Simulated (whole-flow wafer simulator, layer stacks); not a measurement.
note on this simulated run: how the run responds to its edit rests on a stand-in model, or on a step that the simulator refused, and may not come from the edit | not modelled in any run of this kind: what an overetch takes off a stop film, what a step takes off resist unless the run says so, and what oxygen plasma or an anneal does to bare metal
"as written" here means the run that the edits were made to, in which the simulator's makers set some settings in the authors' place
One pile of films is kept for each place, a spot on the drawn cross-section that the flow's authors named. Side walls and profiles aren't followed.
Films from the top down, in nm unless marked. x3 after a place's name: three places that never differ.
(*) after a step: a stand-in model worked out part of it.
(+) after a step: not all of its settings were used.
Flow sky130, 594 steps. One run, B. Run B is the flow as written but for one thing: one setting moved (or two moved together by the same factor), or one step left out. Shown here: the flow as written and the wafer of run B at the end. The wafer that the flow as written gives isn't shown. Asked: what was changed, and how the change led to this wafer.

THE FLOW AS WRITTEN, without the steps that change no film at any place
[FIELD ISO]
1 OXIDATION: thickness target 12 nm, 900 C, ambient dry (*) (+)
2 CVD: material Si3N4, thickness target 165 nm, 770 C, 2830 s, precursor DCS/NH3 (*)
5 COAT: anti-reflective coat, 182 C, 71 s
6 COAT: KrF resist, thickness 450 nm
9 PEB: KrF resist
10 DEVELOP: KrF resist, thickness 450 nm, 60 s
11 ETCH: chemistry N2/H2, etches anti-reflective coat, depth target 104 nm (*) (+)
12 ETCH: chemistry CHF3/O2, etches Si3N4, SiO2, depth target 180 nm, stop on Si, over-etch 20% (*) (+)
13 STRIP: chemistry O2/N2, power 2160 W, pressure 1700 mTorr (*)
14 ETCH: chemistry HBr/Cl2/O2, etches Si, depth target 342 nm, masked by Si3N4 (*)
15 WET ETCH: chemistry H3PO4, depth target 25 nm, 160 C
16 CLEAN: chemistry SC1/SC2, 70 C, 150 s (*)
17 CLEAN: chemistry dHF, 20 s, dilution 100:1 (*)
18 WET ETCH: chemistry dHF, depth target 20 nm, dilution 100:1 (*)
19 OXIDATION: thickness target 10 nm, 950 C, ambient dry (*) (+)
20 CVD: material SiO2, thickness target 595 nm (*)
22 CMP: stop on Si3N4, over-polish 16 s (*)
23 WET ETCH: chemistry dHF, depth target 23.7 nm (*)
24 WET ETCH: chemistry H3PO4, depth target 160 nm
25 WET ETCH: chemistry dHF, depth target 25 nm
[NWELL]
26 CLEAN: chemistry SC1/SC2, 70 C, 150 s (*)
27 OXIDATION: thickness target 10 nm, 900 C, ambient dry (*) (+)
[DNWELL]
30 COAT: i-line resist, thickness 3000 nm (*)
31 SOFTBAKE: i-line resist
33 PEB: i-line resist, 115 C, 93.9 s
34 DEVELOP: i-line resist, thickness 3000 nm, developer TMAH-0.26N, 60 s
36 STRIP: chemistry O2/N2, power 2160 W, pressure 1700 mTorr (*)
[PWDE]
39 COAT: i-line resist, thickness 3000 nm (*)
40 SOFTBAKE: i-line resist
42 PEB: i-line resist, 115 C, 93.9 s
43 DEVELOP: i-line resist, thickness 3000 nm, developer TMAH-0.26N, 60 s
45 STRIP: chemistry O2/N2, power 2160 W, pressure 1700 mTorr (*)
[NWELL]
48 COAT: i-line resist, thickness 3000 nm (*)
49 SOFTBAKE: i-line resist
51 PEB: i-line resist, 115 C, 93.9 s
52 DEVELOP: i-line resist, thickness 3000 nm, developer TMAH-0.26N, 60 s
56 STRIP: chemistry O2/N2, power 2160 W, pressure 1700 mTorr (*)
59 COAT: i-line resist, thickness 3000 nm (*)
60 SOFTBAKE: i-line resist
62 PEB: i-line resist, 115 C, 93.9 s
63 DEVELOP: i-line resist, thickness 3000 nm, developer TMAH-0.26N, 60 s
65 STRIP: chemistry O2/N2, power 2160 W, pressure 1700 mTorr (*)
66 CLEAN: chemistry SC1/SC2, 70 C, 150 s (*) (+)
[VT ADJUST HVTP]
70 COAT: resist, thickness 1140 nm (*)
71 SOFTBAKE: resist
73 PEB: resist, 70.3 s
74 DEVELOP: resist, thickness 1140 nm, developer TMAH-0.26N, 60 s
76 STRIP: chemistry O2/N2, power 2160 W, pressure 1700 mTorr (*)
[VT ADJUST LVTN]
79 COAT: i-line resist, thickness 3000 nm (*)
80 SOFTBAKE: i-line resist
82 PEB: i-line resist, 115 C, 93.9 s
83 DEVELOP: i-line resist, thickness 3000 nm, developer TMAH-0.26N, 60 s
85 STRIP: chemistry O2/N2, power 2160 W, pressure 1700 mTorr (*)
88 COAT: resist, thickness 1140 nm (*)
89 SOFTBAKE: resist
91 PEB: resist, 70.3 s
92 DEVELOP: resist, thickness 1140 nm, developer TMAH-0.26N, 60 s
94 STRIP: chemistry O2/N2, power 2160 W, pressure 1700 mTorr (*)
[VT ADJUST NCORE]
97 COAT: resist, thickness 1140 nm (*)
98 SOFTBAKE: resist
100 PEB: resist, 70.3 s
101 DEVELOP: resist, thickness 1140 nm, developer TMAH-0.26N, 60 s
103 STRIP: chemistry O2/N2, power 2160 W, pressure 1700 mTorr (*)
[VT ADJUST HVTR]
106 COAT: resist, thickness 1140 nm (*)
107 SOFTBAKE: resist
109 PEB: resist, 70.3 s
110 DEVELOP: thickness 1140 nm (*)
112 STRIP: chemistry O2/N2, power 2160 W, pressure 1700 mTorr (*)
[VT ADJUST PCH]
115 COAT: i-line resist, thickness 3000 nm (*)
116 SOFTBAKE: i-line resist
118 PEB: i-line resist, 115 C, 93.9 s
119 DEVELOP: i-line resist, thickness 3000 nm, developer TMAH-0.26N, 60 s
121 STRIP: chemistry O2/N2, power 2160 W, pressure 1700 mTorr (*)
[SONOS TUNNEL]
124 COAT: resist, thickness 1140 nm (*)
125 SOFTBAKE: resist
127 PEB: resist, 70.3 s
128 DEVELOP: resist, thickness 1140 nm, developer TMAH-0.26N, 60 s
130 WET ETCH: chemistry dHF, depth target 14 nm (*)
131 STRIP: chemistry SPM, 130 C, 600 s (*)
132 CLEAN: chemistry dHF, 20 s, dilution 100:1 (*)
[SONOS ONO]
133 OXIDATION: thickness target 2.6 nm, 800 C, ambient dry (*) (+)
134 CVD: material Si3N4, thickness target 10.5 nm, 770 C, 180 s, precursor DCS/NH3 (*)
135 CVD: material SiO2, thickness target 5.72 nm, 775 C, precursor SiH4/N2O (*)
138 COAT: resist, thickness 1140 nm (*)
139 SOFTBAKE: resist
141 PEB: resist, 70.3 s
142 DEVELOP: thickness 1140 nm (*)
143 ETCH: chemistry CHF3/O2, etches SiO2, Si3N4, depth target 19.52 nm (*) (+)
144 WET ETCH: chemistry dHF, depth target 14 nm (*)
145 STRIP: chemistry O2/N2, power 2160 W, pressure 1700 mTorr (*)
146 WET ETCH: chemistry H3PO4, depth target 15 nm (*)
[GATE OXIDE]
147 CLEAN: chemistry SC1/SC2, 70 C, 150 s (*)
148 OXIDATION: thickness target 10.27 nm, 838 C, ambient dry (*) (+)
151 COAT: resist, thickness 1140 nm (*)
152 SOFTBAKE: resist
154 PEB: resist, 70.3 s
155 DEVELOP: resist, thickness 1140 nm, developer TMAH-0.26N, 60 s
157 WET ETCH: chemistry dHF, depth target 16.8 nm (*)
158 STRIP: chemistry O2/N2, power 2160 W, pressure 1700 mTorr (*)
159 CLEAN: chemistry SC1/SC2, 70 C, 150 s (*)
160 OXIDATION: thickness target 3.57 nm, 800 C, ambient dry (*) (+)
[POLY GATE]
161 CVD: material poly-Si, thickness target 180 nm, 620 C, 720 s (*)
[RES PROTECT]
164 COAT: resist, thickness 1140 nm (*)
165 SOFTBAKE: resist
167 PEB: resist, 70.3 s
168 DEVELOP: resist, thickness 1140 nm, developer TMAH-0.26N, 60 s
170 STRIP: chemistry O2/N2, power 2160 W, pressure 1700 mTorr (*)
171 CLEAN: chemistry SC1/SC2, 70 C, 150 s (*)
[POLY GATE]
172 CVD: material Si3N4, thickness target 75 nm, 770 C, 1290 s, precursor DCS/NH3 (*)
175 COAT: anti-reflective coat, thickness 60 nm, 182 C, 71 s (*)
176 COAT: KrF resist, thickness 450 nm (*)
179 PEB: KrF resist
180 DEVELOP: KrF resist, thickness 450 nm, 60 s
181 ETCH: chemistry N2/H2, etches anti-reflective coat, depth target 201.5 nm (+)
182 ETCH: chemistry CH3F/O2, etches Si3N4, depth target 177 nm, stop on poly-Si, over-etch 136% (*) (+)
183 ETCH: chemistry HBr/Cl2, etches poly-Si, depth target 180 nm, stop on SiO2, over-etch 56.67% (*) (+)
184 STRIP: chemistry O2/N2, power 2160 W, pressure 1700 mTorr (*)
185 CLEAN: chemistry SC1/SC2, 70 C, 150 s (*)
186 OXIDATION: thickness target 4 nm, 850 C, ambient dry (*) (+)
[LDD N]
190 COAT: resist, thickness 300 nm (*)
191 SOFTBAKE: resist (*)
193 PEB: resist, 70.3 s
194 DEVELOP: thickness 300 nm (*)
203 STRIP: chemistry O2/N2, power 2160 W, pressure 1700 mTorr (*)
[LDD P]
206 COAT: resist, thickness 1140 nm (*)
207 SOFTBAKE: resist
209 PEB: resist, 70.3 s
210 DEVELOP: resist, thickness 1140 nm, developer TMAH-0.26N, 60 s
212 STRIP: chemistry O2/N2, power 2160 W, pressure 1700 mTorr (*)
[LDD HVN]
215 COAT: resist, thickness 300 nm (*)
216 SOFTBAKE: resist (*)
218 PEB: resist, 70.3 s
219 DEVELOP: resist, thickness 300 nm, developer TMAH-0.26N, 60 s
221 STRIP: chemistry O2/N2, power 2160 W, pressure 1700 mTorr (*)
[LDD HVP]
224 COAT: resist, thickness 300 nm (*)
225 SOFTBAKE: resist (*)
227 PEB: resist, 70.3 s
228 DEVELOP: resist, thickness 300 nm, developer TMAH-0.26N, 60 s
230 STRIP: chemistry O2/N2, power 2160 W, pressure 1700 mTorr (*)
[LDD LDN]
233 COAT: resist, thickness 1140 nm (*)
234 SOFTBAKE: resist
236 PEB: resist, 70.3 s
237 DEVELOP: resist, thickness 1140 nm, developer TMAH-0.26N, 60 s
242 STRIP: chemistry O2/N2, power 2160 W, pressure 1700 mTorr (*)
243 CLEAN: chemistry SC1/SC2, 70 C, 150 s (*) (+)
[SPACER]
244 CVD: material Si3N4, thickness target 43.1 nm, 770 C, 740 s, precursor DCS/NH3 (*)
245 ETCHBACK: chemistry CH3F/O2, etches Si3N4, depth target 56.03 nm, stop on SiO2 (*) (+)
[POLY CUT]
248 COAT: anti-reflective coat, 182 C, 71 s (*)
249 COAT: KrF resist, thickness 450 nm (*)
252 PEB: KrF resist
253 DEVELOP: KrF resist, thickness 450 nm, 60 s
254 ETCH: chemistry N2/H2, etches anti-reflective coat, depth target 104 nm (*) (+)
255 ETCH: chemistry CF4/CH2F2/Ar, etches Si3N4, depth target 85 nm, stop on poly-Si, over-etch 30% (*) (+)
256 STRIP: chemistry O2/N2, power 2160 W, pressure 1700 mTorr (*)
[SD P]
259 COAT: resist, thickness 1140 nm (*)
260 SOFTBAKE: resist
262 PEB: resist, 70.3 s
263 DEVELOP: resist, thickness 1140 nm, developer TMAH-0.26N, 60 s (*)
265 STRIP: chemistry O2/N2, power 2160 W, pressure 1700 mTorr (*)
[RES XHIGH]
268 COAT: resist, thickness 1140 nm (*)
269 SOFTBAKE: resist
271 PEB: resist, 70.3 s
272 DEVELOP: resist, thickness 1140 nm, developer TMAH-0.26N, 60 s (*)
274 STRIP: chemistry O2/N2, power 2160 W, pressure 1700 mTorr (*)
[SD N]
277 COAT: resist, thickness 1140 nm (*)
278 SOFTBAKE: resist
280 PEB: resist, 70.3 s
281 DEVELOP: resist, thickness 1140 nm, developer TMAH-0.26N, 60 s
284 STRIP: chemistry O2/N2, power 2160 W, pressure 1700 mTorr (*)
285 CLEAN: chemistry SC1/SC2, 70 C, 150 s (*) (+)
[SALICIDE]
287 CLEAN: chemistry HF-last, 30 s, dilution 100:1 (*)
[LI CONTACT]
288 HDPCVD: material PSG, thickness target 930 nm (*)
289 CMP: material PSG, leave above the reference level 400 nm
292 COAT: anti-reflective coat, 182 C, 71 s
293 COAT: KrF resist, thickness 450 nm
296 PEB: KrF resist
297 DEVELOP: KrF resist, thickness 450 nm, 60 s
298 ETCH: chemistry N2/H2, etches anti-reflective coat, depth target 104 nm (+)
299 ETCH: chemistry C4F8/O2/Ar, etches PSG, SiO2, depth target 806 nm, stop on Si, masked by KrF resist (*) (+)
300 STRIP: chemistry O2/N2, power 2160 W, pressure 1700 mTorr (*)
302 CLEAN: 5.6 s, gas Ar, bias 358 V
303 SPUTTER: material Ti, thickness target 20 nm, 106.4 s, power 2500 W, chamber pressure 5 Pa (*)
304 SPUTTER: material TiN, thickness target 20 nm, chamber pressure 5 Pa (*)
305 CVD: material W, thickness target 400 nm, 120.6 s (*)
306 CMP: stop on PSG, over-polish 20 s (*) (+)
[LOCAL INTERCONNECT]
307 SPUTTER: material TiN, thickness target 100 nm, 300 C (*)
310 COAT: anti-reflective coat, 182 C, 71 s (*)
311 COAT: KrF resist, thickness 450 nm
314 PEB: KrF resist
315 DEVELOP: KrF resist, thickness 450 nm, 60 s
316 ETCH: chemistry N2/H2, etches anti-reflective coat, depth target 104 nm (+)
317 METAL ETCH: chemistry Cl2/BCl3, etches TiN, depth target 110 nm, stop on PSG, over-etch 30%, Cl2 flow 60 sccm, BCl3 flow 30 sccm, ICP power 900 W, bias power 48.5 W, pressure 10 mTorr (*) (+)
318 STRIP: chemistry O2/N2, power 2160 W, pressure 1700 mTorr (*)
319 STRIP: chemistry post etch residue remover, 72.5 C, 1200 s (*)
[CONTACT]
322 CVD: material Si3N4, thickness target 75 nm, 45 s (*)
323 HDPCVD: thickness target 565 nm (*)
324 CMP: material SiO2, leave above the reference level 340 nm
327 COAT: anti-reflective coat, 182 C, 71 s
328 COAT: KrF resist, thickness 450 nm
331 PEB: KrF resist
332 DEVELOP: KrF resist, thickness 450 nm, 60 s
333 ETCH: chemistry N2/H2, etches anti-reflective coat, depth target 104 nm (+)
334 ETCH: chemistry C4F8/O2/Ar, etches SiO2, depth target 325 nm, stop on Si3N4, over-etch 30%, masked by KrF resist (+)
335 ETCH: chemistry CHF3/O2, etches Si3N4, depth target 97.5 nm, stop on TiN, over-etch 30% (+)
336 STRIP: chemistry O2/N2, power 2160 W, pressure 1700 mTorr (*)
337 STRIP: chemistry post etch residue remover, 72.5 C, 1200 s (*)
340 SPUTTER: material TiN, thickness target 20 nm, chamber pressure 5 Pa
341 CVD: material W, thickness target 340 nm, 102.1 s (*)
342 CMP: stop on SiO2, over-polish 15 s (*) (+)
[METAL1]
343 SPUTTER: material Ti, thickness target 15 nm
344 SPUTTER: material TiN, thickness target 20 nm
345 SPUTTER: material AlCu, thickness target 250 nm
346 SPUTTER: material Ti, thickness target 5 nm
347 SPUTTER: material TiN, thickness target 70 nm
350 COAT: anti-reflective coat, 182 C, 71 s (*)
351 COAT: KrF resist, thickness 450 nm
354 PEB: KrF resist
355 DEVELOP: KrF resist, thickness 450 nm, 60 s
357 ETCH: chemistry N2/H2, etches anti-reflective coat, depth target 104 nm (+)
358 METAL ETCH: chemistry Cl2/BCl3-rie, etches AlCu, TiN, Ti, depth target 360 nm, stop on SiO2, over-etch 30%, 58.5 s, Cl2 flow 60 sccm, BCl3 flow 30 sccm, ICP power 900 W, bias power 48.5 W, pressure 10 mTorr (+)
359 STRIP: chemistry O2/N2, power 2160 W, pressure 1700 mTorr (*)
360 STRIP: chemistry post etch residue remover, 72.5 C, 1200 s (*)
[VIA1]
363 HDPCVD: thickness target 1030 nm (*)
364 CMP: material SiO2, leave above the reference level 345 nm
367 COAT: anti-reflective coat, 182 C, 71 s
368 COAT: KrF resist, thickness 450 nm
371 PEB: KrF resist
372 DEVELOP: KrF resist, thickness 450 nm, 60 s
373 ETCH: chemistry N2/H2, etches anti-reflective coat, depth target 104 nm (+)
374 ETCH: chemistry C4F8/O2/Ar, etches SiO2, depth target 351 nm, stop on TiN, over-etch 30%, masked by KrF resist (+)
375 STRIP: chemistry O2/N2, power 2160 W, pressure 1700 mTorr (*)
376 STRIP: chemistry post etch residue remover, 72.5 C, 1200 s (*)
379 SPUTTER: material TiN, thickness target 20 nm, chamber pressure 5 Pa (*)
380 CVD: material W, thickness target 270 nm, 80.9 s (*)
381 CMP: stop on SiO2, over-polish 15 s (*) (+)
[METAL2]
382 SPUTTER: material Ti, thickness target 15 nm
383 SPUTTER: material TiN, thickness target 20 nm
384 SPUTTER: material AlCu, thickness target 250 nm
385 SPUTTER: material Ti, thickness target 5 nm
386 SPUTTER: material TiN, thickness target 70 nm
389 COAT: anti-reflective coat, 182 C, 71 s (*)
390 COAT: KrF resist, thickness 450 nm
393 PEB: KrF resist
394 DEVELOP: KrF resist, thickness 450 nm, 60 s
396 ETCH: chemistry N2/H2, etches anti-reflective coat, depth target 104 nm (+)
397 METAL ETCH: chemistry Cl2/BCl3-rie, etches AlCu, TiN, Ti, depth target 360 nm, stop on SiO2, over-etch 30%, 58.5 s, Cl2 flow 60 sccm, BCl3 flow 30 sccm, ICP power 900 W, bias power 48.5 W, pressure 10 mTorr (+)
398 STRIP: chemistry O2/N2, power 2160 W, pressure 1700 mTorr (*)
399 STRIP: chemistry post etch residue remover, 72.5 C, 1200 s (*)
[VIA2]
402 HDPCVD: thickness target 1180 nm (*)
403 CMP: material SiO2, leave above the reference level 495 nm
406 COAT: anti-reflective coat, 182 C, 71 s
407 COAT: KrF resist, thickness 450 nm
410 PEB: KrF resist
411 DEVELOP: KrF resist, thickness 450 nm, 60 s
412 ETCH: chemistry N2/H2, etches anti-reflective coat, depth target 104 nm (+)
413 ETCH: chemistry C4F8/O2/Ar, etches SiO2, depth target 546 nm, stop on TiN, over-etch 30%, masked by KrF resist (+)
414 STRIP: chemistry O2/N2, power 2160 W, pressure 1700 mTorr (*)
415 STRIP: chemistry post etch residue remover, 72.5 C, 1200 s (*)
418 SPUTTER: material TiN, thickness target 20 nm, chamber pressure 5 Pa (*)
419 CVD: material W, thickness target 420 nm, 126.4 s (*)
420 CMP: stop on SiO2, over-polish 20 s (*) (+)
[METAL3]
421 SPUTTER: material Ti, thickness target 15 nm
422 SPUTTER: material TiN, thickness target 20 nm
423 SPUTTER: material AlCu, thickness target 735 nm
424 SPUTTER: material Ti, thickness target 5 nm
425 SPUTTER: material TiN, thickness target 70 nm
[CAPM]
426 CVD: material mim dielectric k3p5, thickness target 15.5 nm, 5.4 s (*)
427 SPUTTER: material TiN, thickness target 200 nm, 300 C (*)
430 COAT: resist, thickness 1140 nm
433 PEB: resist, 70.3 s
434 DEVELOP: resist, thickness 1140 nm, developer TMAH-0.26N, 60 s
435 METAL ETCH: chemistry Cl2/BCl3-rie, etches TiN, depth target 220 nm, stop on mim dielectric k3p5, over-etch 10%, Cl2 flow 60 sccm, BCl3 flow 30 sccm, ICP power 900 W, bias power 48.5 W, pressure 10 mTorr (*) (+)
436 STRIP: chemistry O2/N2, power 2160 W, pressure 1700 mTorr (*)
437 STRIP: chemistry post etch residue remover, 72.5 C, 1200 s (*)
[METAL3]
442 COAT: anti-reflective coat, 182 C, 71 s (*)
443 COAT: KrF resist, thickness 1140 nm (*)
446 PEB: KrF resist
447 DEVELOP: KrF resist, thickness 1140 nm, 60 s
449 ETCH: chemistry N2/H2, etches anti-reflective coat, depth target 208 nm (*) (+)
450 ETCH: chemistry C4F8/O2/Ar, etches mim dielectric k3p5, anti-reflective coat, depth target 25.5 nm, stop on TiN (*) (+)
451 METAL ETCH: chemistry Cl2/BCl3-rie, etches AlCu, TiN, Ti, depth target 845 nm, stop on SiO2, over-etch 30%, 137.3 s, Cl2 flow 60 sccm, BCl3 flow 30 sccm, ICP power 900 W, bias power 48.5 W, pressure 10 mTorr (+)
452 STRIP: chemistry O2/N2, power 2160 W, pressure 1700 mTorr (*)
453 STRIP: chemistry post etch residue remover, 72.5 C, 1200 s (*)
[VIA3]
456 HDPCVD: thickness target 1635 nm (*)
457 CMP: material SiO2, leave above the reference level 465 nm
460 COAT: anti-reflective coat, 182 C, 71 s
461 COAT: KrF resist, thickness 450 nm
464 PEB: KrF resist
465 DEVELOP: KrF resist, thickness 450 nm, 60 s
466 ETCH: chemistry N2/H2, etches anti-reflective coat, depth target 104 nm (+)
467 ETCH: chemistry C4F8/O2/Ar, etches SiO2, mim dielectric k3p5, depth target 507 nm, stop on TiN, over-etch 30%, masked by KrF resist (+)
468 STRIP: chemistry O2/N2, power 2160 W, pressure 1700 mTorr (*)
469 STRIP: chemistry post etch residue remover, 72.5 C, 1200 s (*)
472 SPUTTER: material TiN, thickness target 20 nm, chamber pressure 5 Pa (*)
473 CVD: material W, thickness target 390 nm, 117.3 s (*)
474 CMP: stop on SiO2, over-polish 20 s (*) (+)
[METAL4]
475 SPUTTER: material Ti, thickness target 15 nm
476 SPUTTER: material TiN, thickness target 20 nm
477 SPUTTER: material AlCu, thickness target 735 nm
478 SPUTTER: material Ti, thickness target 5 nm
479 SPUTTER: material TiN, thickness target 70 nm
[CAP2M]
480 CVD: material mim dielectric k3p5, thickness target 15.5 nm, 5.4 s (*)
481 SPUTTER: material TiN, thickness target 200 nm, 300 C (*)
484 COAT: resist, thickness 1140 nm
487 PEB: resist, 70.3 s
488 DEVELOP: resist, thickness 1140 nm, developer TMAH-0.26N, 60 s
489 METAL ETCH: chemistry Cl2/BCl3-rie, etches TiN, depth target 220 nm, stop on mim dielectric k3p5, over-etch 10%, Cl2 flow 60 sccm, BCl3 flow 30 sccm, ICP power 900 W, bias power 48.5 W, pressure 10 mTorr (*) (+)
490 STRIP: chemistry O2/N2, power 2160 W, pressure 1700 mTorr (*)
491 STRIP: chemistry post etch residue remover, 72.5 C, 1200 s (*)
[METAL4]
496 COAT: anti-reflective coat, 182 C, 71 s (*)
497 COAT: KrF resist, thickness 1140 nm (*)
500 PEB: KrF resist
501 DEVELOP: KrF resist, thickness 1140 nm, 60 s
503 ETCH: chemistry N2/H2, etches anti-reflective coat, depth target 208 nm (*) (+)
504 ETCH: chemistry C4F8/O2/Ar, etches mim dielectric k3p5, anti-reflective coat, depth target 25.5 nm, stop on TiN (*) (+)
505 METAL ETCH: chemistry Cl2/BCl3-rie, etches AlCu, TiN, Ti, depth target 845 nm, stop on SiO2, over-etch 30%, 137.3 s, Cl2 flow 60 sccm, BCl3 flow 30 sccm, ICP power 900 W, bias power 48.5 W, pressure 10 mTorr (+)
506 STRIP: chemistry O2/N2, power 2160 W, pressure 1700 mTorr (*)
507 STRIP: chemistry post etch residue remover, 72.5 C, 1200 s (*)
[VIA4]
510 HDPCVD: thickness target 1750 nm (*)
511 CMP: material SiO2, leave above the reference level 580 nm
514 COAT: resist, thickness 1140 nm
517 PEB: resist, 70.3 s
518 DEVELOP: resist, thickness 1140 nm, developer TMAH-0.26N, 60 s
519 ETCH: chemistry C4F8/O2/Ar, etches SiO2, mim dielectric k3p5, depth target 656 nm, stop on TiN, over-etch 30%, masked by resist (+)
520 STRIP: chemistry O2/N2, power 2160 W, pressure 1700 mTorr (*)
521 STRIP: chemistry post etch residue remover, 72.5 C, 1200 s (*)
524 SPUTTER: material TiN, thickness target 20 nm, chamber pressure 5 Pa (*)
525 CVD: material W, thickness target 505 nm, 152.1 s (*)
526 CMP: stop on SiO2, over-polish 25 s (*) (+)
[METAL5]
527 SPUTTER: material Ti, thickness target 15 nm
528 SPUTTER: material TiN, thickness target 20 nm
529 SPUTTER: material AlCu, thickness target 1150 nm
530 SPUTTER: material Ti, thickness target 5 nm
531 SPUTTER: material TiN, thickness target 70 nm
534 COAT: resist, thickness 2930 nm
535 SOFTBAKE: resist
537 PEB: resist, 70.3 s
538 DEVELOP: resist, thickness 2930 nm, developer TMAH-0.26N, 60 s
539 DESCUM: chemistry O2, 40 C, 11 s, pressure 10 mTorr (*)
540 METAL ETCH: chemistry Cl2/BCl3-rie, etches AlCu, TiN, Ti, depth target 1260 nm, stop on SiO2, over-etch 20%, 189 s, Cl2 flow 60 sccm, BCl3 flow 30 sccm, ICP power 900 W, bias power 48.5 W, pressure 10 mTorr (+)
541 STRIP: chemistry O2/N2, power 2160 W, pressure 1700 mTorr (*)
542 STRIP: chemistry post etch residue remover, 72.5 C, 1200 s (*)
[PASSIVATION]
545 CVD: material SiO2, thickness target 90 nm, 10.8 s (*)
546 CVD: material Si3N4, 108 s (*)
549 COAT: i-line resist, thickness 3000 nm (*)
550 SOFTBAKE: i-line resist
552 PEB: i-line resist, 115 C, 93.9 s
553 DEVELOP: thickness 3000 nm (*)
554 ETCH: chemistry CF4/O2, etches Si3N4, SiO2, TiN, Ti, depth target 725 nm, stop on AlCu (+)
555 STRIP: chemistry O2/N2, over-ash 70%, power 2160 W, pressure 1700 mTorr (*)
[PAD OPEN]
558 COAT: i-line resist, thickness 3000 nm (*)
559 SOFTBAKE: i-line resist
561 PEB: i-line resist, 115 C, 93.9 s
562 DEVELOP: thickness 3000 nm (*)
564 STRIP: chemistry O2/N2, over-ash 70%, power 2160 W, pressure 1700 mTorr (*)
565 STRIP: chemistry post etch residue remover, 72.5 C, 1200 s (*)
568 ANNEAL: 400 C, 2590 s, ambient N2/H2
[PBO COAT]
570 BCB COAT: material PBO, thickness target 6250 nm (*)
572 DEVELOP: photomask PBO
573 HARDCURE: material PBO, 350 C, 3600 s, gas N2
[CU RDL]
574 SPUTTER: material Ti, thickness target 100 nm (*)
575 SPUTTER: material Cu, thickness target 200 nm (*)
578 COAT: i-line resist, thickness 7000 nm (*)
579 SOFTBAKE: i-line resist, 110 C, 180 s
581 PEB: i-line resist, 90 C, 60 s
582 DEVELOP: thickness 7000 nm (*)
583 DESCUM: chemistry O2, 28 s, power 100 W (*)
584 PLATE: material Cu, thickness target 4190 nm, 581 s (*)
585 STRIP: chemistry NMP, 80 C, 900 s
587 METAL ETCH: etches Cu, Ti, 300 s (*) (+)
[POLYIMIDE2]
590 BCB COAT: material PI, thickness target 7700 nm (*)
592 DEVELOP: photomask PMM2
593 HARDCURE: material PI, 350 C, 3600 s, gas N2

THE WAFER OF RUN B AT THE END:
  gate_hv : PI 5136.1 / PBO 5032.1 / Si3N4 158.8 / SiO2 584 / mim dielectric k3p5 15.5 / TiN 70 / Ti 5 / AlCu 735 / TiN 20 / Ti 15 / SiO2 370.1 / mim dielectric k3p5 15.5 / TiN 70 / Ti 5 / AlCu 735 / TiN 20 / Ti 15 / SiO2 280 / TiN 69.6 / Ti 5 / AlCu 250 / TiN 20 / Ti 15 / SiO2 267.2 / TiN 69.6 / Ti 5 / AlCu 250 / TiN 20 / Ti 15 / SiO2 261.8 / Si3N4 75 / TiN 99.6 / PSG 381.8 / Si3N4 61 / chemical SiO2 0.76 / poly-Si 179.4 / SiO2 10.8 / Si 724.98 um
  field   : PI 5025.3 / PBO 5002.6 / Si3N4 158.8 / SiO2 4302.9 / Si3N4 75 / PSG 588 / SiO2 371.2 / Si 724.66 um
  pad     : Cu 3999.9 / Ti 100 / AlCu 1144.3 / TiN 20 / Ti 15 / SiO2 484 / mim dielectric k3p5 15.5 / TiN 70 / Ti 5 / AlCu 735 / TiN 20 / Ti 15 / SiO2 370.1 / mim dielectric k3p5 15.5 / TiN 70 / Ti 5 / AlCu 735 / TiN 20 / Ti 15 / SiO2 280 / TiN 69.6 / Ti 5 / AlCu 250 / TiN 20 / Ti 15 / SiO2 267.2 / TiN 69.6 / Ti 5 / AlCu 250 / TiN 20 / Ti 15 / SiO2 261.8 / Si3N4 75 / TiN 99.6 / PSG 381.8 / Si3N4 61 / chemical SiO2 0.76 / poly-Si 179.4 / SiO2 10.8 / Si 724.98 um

The cause: step 403, CMP: leave above the reference level 359 nm was run, where the flow has leave above the reference level 495 nm.

How the change led to this, step by step:
  403 CMP: material SiO2, leave above the reference level 495 nm
      n_well, p_well, gate_hv and 101 more: SiO2 -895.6 (as written it would be: SiO2 -759.6)
      field, active, gate and 82 more: SiO2 -525.1 (as written it would be: SiO2 -389.1)
      (and at 2 more places)
  413 ETCH: chemistry C4F8/O2/Ar, etches SiO2, depth target 546 nm, stop on TiN, over-etch 30%, masked by KrF resist (+)
      field, active, n_well and 186 more: KrF resist -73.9 (as written it would be: KrF resist -109.2)
      m1: SiO2 -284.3 (all of it) (as written it would be: SiO2 -420.3 (all of it))
      (and at 1 more place)
  414 STRIP: chemistry O2/N2, power 2160 W, pressure 1700 mTorr (*)
      field, active, n_well and 186 more: KrF resist -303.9 (all of it), anti-reflective coat -80 (all of it) (as written it would be: KrF resist -268.6 (all of it), anti-reflective coat -80 (all of it))
  418 SPUTTER: material TiN, thickness target 20 nm, chamber pressure 5 Pa (*)
      m1, via2_hole: TiN +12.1 (as written it would be: TiN +10.2)
  419 CVD: material W, thickness target 420 nm, 126.4 s (*)
      m1: W +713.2 (new film) (as written it would be: W +851.1 (new film))
      via2_hole: W +712.8 (new film) (as written it would be: W +850.7 (new film))
